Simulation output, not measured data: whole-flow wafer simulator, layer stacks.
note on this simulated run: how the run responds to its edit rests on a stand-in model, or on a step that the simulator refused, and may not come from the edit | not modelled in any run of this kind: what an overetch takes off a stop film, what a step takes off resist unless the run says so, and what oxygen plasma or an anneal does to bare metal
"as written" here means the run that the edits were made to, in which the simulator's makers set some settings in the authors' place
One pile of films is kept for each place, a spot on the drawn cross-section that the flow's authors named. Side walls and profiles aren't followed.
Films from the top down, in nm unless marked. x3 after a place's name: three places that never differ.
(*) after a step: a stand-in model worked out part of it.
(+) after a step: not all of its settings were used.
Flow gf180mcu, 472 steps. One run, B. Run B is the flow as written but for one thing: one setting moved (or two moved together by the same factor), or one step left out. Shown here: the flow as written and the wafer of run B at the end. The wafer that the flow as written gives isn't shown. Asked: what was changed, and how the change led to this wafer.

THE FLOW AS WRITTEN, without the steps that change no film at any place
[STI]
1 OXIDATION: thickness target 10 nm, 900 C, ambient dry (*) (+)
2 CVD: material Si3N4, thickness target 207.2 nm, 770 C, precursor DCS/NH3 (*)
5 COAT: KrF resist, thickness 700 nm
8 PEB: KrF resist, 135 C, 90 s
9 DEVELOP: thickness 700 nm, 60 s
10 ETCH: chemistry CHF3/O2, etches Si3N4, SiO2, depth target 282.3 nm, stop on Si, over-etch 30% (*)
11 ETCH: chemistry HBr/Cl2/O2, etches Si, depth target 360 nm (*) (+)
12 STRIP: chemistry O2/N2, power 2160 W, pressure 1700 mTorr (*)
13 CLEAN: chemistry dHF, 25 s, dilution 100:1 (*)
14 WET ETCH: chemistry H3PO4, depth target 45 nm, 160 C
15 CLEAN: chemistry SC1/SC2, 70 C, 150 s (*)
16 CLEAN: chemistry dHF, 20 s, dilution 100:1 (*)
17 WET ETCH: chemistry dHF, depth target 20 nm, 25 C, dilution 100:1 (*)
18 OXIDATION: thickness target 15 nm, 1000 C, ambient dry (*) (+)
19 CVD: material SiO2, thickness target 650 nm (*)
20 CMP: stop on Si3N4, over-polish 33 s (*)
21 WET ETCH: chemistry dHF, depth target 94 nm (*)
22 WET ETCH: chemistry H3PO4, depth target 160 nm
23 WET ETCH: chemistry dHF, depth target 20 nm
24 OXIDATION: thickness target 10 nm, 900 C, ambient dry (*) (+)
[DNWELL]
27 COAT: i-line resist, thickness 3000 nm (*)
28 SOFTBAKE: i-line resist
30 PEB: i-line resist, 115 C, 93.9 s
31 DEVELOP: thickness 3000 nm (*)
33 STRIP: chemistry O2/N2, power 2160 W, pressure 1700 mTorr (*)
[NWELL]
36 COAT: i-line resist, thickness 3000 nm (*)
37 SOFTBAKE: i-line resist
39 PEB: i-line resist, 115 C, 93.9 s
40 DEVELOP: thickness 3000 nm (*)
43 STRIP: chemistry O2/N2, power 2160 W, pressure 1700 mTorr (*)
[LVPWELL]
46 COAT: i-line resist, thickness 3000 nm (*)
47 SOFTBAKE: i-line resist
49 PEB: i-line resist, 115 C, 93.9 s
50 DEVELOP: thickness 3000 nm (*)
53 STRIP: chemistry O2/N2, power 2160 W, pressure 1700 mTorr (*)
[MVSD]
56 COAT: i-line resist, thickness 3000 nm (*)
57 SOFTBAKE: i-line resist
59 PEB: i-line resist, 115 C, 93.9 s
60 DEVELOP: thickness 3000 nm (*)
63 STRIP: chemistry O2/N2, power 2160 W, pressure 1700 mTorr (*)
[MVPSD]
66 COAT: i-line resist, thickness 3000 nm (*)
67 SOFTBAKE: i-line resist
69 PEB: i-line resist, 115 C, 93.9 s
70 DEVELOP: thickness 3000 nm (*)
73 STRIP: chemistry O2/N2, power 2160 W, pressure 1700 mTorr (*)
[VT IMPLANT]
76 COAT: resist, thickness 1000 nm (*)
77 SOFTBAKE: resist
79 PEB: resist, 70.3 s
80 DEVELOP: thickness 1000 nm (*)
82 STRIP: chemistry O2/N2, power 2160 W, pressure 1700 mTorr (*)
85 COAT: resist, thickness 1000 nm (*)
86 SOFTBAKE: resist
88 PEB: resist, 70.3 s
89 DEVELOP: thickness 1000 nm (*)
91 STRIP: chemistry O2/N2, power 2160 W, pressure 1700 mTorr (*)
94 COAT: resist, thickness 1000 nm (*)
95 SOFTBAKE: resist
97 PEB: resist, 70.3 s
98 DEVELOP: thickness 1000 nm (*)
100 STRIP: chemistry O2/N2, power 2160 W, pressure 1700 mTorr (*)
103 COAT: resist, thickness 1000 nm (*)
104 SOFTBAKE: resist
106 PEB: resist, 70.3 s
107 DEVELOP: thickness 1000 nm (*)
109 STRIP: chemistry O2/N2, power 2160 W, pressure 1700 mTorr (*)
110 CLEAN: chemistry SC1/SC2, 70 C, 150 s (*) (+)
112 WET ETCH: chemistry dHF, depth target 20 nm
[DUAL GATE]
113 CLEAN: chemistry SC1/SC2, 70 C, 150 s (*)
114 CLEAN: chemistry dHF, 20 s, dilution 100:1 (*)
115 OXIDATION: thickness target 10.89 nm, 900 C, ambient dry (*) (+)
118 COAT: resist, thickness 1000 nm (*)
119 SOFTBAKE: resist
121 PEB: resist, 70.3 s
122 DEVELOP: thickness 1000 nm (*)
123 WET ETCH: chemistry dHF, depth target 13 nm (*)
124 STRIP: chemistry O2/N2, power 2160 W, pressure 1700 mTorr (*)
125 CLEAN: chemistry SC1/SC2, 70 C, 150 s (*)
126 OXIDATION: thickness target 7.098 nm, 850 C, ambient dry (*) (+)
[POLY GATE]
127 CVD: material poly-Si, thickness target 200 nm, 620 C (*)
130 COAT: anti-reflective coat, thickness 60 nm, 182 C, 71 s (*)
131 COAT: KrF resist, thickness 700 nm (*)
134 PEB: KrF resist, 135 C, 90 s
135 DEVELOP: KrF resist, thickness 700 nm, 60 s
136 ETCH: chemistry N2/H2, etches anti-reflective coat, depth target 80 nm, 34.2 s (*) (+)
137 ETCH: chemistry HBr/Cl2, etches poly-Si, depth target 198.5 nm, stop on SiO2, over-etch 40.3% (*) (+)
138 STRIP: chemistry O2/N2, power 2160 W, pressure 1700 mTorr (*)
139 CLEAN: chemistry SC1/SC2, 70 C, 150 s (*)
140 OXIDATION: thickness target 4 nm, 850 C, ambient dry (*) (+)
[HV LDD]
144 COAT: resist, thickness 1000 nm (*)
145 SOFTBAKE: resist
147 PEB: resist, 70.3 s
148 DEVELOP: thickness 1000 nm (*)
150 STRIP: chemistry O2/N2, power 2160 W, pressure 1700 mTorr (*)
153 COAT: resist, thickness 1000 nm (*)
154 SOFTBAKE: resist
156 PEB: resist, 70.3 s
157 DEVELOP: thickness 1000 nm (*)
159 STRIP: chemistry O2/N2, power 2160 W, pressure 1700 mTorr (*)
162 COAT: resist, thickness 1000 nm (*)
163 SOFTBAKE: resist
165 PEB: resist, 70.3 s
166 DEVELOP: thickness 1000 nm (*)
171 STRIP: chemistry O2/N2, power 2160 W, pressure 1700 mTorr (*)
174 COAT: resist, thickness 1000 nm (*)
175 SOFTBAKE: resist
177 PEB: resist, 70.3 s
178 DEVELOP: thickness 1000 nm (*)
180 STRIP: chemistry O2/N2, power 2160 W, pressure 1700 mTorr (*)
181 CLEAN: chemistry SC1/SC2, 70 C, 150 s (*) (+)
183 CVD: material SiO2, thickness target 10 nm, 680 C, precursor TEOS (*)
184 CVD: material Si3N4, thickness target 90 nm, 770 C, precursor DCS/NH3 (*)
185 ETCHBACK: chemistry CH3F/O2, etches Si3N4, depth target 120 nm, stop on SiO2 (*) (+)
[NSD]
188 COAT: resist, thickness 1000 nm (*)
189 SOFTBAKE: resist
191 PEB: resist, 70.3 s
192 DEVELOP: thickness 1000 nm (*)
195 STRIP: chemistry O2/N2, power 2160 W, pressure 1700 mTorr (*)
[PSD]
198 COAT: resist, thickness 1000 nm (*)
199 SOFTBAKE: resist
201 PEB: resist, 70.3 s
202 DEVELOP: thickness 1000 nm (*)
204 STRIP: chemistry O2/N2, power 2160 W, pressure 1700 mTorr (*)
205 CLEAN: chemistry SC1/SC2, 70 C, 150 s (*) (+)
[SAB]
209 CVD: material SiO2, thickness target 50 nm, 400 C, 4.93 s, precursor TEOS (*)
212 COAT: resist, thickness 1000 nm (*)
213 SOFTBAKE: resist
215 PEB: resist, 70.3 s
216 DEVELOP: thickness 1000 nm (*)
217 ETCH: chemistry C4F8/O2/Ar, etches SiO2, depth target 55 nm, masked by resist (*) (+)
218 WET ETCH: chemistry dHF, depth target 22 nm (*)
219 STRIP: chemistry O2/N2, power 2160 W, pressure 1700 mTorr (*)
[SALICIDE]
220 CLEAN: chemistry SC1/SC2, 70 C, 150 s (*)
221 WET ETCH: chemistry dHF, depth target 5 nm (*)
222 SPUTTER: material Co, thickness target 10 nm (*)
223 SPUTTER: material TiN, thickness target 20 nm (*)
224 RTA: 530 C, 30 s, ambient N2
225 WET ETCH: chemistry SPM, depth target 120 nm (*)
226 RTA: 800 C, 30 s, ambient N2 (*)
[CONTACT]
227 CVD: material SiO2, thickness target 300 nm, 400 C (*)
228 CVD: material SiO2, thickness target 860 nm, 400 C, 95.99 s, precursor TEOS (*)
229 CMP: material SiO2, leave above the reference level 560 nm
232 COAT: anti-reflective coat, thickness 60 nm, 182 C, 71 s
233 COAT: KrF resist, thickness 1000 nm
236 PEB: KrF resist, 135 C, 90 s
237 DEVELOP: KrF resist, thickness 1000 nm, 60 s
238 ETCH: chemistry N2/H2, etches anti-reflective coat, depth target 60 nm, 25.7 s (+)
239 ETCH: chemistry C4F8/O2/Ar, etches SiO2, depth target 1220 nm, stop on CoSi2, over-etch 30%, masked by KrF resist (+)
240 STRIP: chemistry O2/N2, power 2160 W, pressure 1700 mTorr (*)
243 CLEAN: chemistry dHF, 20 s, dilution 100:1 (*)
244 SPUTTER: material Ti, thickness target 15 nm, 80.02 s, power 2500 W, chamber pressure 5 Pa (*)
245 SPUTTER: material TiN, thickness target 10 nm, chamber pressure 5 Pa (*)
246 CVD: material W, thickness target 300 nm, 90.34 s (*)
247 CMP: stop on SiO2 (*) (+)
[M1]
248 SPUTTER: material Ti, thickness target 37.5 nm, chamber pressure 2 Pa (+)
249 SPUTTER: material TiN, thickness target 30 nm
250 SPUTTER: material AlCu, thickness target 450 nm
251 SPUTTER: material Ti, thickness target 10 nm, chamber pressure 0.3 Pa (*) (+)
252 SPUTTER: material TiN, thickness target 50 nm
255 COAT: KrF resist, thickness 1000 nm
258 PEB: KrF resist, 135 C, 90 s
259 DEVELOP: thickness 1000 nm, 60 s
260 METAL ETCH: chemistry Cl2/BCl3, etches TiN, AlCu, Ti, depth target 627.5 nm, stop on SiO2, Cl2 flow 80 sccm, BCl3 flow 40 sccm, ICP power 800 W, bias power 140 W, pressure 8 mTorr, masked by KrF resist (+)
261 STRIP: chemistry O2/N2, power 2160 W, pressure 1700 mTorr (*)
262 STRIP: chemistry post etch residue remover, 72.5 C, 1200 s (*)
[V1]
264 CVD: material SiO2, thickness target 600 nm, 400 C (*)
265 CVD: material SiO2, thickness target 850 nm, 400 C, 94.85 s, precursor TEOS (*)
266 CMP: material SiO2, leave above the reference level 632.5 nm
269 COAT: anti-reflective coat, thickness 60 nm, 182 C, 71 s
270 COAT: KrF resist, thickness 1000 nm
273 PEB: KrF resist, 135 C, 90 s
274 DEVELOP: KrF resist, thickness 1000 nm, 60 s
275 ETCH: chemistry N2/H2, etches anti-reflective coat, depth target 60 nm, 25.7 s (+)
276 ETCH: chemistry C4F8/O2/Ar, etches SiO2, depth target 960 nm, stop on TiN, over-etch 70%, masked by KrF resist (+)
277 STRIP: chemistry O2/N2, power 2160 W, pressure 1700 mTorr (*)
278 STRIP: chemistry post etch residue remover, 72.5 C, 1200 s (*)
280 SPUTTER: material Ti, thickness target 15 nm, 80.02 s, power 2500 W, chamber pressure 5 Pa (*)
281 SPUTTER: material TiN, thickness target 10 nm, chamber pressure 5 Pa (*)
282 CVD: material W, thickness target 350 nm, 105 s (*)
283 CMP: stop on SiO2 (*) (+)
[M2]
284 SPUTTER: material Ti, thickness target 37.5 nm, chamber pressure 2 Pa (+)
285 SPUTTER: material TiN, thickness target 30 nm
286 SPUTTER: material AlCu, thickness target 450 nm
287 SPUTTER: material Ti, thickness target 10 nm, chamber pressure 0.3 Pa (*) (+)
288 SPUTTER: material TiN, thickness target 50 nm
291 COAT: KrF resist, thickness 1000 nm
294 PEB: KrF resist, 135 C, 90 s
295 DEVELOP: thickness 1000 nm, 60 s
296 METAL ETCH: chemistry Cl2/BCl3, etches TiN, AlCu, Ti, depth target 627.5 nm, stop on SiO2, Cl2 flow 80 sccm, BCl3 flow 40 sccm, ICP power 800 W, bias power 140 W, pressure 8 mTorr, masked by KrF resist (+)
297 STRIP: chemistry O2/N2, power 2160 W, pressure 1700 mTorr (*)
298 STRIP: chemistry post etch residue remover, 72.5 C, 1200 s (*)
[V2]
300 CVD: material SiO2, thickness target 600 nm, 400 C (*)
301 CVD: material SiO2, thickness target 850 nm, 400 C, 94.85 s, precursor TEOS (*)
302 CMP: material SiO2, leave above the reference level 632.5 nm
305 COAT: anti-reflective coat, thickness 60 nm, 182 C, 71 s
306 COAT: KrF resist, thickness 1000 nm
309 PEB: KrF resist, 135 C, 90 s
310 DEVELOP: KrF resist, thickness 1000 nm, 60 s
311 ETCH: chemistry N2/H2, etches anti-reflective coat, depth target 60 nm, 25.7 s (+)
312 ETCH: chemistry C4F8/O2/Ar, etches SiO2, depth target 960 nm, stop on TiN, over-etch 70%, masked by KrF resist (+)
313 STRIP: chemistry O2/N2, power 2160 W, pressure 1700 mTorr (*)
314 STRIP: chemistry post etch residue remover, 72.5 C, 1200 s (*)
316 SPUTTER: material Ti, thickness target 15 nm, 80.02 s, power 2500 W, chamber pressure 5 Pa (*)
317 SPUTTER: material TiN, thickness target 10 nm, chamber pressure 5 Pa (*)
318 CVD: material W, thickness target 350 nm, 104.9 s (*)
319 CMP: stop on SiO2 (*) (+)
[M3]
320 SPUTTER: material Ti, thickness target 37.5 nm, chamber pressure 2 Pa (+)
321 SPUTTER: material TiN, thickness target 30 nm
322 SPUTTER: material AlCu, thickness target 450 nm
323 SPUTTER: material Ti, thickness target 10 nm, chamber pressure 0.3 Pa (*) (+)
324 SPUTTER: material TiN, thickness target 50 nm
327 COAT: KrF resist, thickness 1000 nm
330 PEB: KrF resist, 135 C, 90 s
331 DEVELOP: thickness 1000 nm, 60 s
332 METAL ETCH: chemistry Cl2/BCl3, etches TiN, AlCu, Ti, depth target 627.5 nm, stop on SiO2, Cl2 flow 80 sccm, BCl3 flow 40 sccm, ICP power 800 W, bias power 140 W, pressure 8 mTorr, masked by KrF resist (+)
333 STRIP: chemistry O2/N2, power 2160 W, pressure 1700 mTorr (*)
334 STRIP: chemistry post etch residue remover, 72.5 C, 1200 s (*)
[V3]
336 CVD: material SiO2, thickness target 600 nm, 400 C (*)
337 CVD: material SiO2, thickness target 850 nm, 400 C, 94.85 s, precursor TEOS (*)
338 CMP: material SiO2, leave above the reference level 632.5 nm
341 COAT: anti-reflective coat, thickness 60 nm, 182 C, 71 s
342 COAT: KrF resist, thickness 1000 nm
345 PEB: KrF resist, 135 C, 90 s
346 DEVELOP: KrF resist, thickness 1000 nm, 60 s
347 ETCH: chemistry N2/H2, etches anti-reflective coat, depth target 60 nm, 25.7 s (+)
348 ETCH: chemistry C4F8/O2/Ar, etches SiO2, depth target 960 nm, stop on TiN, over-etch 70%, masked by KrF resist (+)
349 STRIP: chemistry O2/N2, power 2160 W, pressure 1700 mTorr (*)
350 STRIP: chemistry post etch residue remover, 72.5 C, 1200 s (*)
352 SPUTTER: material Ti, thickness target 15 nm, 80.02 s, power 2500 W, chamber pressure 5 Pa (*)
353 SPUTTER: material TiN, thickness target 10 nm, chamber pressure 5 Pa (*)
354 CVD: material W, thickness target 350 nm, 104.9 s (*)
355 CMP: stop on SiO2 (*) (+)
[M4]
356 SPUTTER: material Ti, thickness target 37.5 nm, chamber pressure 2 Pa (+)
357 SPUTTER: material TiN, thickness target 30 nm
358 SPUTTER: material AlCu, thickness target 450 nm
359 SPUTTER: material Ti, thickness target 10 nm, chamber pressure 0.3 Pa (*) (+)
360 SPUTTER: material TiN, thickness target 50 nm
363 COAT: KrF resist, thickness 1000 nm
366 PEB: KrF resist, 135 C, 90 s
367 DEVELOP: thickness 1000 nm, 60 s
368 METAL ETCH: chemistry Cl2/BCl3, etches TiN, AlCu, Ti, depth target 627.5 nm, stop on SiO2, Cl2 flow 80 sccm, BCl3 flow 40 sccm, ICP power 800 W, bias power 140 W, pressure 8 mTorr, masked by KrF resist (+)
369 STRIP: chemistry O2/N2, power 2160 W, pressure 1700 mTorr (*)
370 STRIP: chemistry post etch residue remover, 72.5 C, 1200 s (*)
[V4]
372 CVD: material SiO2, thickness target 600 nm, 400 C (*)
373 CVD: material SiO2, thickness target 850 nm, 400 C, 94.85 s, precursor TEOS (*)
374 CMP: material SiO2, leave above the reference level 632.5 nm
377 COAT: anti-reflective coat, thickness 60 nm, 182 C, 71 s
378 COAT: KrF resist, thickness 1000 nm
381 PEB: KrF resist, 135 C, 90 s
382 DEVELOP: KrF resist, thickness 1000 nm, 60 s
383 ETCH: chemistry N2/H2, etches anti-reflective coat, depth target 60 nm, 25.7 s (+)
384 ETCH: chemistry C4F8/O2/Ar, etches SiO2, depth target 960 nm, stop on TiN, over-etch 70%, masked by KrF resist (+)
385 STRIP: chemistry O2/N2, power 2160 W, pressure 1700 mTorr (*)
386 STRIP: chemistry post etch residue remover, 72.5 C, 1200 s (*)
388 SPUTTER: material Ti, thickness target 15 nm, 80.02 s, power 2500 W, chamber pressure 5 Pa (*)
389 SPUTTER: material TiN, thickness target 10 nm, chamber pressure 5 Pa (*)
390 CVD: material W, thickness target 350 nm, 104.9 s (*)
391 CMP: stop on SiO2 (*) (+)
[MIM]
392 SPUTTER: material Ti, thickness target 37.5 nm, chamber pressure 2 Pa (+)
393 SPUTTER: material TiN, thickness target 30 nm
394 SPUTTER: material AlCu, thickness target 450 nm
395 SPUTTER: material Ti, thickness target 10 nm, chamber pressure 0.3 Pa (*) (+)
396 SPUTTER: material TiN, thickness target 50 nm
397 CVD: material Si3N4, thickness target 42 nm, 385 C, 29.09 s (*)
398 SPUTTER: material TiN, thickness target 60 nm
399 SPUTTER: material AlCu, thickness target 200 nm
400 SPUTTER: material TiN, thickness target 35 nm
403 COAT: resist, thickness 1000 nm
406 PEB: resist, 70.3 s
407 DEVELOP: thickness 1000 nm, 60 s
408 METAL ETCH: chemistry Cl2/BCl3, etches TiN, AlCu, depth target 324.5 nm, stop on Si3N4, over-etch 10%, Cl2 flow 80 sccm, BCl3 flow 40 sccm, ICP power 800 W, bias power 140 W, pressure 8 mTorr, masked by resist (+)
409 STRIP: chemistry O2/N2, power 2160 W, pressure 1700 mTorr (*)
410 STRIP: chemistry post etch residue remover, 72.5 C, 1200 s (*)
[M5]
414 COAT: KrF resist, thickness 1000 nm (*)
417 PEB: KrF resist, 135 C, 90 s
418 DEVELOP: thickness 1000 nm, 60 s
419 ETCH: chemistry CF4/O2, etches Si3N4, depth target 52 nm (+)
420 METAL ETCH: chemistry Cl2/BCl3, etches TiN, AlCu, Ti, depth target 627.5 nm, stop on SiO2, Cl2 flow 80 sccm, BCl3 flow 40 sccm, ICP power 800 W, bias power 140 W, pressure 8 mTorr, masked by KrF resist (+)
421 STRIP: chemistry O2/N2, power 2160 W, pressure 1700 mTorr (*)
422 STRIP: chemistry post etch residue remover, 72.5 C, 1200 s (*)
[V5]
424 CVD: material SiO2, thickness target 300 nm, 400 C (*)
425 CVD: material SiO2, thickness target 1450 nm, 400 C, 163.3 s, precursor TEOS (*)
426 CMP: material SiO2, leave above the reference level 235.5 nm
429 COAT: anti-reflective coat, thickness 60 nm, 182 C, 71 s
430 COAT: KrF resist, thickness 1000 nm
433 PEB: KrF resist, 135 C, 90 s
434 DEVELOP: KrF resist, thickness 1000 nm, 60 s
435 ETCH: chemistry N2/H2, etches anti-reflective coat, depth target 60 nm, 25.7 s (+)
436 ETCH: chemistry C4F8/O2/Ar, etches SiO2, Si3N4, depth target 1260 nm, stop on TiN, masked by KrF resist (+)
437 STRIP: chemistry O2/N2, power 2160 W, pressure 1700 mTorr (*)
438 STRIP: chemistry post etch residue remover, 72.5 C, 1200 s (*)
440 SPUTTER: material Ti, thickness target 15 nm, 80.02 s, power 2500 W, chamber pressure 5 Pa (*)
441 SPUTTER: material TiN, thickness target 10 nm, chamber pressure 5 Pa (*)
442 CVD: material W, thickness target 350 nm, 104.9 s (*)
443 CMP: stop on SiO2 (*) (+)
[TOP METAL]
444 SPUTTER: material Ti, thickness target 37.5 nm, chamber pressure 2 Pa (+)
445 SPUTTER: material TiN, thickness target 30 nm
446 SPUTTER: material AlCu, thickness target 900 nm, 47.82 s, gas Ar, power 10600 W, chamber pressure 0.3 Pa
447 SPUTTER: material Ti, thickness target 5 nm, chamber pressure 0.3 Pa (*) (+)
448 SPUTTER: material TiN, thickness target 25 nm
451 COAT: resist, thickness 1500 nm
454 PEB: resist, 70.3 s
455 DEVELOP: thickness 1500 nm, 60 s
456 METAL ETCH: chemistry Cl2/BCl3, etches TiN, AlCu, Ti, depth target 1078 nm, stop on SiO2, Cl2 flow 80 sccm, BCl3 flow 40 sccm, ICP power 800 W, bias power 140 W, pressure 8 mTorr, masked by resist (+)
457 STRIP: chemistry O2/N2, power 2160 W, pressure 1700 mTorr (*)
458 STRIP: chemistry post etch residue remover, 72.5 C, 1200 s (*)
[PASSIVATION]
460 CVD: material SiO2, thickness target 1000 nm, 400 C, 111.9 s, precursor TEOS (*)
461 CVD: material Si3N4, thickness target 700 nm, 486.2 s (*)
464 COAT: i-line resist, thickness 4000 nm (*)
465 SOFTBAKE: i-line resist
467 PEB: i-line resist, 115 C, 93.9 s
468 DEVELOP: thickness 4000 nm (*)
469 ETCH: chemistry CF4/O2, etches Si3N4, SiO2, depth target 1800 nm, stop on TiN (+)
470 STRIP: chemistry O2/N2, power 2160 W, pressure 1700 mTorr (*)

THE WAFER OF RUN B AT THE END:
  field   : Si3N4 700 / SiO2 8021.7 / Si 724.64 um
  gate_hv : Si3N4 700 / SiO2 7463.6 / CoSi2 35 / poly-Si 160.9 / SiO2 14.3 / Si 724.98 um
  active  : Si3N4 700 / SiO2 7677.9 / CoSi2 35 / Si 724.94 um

The cause: step 338, CMP: leave above the reference level 426.9 nm was run, where the flow has leave above the reference level 632.5 nm.

How the change led to this, step by step:
  338 CMP: material SiO2, leave above the reference level 632.5 nm
      field, field__w1, field__w2 and 103 more: SiO2 -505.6 (as written it would be: SiO2 -300)
      field__w8, contact, m1, m1__w1, m1_nw: SiO2 -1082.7 (as written it would be: SiO2 -877.1)
  348 ETCH: chemistry C4F8/O2/Ar, etches SiO2, depth target 960 nm, stop on TiN, over-etch 70%, masked by KrF resist (+)
      field, field__w1, field__w2 and 107 more: KrF resist -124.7 (as written it would be: KrF resist -192)
      contact: SiO2 -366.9 (all of it) (as written it would be: SiO2 -572.5 (all of it))
  349 STRIP: chemistry O2/N2, power 2160 W, pressure 1700 mTorr (*)
      field, field__w1, field__w2 and 107 more: KrF resist -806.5 (all of it), anti-reflective coat -60 (all of it) (as written it would be: KrF resist -739.2 (all of it), anti-reflective coat -60 (all of it))
  352 SPUTTER: material Ti, thickness target 15 nm, 80.02 s, power 2500 W, chamber pressure 5 Pa (*)
      contact: Ti +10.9 (new film) (as written it would be: Ti +9.65 (new film))
  353 SPUTTER: material TiN, thickness target 10 nm, chamber pressure 5 Pa (*)
      contact: TiN +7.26 (new film) (as written it would be: TiN +6.4 (new film))
  354 CVD: material W, thickness target 350 nm, 104.9 s (*)
      contact: W +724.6 (new film) (as written it would be: W +932.3 (new film))
